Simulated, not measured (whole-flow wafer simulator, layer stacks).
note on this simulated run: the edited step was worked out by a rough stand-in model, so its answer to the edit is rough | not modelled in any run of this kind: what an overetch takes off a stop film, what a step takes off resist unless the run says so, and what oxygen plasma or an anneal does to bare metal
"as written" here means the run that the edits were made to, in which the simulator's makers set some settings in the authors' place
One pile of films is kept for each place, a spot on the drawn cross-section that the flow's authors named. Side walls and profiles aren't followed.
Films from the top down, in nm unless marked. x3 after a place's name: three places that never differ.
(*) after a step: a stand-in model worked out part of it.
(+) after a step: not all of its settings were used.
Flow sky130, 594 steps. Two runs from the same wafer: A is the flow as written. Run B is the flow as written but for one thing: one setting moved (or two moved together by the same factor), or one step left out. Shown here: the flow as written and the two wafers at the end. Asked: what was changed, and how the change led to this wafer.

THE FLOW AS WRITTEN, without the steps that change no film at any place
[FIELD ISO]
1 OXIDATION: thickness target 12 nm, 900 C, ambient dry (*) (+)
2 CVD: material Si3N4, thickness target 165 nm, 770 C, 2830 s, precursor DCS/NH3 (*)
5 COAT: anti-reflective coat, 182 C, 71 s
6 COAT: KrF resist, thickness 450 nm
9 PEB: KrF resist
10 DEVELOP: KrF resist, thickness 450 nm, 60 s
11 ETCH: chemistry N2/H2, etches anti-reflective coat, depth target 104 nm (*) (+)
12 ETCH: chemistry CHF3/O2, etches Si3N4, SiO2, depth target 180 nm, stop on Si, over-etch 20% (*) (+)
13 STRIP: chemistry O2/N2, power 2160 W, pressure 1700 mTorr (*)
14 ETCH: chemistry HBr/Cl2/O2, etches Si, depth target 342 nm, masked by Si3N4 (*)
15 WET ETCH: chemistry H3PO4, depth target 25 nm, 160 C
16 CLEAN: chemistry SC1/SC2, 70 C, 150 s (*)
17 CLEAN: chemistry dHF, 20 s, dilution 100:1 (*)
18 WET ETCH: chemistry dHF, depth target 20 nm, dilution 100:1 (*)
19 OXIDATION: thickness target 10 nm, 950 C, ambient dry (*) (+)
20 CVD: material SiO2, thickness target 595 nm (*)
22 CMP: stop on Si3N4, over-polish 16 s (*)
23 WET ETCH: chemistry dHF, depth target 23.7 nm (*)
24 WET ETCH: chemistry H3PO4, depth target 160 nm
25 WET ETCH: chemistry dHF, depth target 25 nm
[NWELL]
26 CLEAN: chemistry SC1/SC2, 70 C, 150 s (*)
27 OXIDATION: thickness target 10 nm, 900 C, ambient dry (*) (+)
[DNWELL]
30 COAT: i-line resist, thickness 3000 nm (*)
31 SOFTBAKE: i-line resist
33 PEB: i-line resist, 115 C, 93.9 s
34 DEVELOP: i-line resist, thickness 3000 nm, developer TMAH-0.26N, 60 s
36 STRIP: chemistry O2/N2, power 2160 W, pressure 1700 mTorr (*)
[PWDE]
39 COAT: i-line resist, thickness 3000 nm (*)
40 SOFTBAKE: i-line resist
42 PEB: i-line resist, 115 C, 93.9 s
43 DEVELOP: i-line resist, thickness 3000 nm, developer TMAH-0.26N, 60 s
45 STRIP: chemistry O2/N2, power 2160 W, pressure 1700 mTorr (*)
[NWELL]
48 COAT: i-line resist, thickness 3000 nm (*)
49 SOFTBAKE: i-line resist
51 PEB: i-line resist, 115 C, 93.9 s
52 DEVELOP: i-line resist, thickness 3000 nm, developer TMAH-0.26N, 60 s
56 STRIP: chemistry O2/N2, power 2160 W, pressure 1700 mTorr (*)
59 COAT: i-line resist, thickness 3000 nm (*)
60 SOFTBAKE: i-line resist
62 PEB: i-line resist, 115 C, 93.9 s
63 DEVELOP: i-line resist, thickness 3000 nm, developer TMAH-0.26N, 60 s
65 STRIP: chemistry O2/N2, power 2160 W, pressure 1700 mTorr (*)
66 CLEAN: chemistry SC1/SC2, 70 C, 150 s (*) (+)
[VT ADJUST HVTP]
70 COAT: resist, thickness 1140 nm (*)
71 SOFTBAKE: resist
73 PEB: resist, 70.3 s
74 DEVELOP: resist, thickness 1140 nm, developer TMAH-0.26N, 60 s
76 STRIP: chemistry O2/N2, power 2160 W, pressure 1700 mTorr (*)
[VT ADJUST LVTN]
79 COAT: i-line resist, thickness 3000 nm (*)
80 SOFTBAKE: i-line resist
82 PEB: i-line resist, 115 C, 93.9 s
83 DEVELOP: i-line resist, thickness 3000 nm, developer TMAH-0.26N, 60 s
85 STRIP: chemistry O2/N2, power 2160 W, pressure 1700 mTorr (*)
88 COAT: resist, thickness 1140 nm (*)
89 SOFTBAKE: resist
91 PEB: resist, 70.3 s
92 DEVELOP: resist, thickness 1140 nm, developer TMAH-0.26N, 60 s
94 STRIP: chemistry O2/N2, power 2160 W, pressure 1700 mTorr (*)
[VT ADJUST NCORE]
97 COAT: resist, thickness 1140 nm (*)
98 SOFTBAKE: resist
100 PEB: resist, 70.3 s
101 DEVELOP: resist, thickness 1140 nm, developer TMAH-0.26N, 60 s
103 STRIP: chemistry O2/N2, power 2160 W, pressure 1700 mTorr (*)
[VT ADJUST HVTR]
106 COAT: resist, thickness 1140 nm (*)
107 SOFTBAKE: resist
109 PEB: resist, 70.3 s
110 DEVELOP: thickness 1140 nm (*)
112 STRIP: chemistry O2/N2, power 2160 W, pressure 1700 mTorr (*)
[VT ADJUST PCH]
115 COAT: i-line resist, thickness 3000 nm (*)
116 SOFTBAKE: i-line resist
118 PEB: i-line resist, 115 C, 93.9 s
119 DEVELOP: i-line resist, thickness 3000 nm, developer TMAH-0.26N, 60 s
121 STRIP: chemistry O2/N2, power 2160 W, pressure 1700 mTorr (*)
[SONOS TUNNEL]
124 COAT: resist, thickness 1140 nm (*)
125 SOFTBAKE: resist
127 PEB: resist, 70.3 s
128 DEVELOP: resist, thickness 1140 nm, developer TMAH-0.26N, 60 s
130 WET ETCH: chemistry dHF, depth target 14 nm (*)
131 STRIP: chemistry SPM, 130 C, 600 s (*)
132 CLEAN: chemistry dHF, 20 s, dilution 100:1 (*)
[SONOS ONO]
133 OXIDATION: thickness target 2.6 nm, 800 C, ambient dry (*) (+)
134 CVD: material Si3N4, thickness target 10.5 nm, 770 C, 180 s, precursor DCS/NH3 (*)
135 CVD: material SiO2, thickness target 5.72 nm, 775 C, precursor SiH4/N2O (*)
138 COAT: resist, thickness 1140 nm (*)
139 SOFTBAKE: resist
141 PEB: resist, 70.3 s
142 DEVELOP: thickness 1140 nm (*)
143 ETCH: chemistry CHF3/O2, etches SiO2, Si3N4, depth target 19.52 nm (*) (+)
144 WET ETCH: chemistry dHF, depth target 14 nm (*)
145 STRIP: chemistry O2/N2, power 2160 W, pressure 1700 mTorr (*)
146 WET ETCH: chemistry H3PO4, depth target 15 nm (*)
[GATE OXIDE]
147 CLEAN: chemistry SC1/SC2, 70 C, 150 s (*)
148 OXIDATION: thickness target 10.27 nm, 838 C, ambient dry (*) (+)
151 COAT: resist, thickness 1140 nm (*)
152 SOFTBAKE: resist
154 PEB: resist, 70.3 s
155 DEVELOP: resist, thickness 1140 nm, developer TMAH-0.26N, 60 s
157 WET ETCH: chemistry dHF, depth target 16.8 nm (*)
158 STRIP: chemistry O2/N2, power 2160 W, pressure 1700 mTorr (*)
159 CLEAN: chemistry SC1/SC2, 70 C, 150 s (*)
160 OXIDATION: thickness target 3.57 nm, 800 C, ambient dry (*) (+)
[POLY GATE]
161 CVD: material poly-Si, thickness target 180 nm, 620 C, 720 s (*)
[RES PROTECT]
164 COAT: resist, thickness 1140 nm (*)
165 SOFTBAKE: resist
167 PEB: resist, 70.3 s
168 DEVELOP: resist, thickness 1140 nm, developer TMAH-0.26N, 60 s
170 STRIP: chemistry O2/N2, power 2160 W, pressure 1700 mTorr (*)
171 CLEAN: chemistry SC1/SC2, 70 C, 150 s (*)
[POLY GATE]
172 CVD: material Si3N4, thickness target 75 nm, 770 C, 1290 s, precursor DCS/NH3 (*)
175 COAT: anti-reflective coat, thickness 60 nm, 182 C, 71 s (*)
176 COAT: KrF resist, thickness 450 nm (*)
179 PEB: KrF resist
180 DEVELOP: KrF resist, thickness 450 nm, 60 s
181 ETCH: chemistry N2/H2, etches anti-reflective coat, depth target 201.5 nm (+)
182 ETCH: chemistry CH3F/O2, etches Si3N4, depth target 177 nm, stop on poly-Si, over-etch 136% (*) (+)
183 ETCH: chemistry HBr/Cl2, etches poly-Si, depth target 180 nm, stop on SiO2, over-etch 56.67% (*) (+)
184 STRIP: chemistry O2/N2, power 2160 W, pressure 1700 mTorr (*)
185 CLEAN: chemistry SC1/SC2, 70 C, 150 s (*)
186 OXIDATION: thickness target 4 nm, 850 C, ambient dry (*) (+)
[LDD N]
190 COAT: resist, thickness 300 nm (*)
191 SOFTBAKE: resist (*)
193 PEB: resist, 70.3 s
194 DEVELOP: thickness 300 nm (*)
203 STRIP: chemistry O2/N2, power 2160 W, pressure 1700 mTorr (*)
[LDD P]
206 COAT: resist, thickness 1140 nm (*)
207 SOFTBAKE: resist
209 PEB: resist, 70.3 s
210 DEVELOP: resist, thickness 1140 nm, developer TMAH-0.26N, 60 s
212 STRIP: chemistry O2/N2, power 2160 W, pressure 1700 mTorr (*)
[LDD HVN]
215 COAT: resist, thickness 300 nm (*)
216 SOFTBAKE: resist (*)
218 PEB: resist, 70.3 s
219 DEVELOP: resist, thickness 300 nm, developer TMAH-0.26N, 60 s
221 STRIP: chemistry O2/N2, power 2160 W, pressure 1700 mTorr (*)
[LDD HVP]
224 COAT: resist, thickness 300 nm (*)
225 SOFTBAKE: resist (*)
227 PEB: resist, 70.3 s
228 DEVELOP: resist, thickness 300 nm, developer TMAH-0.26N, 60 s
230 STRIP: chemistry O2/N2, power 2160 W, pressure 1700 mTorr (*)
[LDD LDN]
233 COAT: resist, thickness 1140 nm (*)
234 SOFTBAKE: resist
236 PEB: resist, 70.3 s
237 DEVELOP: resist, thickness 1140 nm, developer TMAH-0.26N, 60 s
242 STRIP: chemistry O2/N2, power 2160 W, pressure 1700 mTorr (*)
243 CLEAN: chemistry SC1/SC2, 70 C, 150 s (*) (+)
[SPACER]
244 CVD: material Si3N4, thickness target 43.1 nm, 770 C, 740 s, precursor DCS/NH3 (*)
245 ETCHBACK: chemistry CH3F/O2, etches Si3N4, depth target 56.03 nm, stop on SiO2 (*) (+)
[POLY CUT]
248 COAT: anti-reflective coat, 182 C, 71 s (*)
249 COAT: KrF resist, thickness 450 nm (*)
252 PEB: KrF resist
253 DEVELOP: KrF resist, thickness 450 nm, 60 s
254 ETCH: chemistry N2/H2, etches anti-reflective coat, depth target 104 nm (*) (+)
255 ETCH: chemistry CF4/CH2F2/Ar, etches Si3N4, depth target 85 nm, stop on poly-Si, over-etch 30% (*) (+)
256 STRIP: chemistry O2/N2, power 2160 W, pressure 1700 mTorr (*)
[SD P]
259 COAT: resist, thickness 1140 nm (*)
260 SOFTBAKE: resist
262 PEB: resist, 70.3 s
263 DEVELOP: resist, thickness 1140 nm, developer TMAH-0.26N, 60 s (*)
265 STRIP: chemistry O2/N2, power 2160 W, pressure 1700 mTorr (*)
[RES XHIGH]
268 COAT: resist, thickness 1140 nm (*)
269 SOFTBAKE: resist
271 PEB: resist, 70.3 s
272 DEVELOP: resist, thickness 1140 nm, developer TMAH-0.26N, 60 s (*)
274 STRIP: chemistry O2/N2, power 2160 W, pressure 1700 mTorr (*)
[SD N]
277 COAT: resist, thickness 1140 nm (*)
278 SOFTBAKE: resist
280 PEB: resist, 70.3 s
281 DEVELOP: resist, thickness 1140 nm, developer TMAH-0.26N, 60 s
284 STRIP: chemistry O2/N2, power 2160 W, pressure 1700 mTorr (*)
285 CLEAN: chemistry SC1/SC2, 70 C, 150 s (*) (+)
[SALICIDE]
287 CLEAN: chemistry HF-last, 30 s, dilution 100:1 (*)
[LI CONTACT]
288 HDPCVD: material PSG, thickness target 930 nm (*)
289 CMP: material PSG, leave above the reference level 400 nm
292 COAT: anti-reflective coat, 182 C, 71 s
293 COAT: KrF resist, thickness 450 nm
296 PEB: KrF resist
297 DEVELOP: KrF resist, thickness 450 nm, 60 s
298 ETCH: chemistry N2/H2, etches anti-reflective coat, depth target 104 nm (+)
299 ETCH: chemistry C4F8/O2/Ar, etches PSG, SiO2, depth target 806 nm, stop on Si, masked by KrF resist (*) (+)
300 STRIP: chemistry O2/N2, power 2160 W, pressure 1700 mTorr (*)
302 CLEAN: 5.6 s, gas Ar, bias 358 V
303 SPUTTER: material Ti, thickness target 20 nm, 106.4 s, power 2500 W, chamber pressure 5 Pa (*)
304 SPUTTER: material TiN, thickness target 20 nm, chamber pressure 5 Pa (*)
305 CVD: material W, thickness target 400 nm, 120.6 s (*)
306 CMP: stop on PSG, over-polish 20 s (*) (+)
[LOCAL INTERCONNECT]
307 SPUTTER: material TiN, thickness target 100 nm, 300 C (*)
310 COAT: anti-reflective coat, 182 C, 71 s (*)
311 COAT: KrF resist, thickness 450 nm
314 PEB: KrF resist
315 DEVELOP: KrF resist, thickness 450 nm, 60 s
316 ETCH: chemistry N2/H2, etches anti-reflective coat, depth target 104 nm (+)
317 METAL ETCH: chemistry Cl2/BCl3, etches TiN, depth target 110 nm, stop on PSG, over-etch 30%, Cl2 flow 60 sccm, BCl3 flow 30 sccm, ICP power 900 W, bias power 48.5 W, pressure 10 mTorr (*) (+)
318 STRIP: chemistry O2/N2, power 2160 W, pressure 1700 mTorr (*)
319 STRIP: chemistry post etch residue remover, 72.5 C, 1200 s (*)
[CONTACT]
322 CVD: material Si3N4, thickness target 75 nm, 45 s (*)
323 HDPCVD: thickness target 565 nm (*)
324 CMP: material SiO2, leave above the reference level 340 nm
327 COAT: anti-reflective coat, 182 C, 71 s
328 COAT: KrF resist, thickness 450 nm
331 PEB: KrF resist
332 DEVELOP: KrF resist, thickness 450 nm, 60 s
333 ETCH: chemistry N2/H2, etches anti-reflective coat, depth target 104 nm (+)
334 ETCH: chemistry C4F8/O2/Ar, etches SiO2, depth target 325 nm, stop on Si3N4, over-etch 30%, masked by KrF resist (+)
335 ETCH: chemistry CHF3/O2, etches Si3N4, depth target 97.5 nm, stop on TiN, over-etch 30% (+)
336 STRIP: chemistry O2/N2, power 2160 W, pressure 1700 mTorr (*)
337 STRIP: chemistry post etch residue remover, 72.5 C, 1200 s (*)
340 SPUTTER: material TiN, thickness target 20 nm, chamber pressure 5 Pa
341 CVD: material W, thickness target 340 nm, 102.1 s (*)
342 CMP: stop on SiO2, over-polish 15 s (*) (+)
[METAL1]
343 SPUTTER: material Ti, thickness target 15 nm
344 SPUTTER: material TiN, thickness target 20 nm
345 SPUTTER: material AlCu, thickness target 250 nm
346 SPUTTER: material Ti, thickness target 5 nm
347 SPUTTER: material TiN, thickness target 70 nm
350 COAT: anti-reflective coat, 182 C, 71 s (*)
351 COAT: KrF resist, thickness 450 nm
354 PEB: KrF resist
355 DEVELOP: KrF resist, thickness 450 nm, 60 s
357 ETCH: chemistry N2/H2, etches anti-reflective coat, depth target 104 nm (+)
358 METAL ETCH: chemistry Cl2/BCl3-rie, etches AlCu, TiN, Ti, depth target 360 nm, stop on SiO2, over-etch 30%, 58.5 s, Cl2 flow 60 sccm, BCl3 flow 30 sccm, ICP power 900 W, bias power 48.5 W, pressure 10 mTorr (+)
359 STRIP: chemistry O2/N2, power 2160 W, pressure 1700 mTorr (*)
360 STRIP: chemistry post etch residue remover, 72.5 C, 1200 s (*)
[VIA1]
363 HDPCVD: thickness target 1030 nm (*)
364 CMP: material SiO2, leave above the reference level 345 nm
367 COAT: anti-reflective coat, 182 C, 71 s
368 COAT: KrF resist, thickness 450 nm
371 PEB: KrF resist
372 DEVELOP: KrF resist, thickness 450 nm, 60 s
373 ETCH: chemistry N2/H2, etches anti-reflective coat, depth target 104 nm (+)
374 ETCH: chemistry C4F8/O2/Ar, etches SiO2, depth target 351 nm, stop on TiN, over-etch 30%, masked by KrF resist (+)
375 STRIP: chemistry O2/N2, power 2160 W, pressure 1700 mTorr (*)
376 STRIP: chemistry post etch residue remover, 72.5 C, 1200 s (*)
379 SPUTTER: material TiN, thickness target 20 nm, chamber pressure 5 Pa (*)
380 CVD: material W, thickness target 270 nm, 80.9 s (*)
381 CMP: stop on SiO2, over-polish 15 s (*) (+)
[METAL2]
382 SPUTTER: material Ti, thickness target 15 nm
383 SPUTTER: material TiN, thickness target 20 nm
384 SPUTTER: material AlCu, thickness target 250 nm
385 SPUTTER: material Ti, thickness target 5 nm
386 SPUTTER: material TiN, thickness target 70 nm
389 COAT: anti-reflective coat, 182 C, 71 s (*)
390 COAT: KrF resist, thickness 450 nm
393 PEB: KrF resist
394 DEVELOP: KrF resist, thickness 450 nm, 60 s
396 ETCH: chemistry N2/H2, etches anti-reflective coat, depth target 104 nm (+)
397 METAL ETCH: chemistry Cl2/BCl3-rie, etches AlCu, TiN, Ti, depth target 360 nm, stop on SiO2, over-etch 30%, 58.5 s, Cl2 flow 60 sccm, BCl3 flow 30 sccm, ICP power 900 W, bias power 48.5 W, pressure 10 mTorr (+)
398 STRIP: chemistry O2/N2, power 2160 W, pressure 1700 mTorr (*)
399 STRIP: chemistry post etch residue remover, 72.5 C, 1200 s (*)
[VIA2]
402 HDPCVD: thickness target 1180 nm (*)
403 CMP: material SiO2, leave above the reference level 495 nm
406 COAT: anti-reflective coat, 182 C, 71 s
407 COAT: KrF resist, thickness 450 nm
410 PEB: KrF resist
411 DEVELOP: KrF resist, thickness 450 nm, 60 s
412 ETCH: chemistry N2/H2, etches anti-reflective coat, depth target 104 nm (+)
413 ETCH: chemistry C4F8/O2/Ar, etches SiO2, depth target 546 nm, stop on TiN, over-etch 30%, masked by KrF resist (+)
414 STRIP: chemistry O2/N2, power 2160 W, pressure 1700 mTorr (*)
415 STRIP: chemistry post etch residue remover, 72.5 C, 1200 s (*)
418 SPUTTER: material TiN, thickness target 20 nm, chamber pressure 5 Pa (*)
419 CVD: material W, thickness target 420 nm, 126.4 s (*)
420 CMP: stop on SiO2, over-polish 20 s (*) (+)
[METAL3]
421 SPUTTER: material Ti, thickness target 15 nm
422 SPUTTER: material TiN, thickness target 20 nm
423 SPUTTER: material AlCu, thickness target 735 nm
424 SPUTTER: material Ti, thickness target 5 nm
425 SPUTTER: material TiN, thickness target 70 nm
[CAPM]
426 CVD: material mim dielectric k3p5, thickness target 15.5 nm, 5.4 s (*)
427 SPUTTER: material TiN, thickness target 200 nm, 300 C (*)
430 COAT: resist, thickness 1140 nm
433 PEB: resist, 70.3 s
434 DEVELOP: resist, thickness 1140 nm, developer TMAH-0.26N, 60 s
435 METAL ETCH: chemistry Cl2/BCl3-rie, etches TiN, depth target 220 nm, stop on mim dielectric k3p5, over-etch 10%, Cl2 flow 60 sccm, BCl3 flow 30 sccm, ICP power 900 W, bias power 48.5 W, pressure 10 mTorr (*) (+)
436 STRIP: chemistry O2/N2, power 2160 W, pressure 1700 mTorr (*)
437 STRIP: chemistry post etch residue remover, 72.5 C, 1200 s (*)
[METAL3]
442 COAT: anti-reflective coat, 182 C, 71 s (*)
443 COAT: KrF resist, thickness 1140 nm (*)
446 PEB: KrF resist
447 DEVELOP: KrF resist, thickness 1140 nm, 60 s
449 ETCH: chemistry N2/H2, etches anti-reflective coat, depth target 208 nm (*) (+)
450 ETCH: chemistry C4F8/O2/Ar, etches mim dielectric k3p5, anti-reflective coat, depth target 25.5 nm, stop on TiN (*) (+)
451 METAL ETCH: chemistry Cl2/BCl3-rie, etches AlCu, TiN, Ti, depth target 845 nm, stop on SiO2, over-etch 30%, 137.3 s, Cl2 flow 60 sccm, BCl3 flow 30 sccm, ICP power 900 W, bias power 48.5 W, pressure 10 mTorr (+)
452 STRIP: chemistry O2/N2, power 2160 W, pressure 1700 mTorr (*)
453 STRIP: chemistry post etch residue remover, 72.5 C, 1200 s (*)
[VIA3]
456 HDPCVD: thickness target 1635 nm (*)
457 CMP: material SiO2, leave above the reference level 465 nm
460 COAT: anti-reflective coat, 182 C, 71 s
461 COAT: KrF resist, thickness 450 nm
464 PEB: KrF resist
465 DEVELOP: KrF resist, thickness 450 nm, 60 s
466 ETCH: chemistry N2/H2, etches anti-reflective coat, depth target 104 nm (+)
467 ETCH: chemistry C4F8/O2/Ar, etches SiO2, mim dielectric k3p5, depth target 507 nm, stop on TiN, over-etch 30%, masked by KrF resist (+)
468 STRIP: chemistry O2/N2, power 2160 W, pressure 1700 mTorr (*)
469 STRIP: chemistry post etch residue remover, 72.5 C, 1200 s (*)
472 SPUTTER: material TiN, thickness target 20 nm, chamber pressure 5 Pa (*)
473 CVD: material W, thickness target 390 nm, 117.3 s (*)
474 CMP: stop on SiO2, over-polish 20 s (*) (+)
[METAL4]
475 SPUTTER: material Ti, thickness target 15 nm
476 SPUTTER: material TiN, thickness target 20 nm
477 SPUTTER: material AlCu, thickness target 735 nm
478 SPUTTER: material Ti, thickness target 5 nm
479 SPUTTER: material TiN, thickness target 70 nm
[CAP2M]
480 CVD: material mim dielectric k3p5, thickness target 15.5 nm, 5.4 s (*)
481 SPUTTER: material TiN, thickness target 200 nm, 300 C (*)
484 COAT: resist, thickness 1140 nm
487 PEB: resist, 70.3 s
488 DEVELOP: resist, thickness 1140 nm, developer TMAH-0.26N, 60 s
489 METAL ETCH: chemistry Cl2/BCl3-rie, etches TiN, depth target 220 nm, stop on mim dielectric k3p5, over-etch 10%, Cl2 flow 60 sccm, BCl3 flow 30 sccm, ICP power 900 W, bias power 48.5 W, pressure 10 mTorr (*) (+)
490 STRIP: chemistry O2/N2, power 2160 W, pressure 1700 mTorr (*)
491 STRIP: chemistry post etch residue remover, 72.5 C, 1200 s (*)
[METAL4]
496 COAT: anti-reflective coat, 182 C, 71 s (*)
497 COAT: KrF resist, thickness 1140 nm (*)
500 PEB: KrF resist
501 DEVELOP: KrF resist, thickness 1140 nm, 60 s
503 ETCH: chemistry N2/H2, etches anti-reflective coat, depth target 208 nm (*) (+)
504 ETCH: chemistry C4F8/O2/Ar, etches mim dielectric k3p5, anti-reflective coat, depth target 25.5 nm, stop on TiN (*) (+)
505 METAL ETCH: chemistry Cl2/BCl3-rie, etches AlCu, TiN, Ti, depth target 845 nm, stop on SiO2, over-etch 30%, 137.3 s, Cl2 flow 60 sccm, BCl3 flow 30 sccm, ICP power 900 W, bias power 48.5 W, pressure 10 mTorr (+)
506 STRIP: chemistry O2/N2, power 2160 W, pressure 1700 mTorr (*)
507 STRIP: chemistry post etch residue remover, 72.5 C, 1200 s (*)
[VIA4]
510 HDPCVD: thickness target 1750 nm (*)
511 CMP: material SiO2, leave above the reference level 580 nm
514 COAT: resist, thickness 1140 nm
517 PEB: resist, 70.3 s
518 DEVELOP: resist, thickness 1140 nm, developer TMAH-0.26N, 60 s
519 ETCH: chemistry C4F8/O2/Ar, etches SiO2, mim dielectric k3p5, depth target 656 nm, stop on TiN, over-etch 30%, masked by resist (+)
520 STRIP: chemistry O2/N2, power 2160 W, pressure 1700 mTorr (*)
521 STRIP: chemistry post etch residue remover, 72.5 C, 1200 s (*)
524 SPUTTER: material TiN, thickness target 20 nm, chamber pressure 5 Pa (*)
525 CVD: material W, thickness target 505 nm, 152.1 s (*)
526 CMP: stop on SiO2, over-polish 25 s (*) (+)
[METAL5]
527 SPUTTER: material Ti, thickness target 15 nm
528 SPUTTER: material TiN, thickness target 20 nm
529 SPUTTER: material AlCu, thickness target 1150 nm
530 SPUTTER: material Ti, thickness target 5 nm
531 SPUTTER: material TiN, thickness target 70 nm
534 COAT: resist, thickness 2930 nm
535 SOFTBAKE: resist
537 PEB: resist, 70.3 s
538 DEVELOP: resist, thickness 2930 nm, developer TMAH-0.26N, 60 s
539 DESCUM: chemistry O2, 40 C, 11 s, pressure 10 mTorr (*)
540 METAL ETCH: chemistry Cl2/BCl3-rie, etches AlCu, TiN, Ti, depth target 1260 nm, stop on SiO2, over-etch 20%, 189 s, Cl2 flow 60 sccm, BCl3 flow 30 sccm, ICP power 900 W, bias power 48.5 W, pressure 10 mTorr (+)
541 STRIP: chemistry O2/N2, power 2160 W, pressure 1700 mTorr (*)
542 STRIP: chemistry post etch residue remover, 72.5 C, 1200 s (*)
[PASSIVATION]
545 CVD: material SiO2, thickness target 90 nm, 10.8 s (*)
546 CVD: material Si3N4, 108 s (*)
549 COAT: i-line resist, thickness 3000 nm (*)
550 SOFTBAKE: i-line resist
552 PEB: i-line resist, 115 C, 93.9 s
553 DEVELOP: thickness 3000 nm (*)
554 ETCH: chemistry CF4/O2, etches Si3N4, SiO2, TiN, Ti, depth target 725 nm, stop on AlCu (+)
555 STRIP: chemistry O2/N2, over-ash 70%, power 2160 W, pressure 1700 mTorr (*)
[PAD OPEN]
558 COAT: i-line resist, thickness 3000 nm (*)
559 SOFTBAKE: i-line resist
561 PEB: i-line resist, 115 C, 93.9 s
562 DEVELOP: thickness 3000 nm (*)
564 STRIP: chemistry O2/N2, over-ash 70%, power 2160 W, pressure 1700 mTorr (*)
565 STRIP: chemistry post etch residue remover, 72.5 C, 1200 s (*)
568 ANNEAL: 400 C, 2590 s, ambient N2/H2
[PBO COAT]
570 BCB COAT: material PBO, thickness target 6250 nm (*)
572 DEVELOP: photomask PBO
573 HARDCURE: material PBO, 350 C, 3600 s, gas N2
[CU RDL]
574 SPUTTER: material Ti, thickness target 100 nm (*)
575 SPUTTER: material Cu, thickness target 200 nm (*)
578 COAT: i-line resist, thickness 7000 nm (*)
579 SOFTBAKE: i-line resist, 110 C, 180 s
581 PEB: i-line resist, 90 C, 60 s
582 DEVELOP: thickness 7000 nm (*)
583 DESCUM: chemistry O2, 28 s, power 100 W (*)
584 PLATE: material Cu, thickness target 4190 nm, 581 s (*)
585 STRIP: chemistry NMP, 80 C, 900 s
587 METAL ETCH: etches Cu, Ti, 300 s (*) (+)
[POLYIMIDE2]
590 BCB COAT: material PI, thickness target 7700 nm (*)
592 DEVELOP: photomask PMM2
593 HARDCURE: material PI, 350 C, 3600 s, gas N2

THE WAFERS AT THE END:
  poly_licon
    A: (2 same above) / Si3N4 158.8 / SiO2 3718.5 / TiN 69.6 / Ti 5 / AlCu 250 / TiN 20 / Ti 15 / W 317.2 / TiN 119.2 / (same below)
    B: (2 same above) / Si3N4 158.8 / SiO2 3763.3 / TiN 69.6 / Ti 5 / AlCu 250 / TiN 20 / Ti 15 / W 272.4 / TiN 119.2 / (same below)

The cause: step 341, CVD: thickness target 272 nm was run, where the flow has thickness target 340 nm; step 341, CVD: 81.69 s was run, where the flow has 102.1 s.

How the change led to this, step by step:
  341 CVD: material W, thickness target 340 nm, 102.1 s (*)
      field, active, n_well and 185 more: A W +340 (new film) | B W +272.4 (new film)
      ndiff_licon, ndiff_licon_cpp, rpo_hd_licon: A W +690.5 (new film) | B W +623 (new film)
  342 CMP: stop on SiO2, over-polish 15 s (*) (+)
      poly_licon: A W -22.8 | B nothing
      field, active, n_well and 184 more: A W -340 (all of it), TiN -20 (all of it), SiO2 -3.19 | B W -272.4 (all of it), TiN -20 (all of it), SiO2 -3.19
      (and at 3 more places)
  350 COAT: anti-reflective coat, 182 C, 71 s (*)
      poly_licon: A anti-reflective coat +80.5 (new film) | B anti-reflective coat +125.2 (new film)
  359 STRIP: chemistry O2/N2, power 2160 W, pressure 1700 mTorr (*)
      poly_licon: A KrF resist -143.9 (all of it), anti-reflective coat -80.5 (all of it) | B KrF resist -143.9 (all of it), anti-reflective coat -125.2 (all of it)
  364 CMP: material SiO2, leave above the reference level 345 nm
      poly_licon: A SiO2 -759 | B SiO2 -714.3
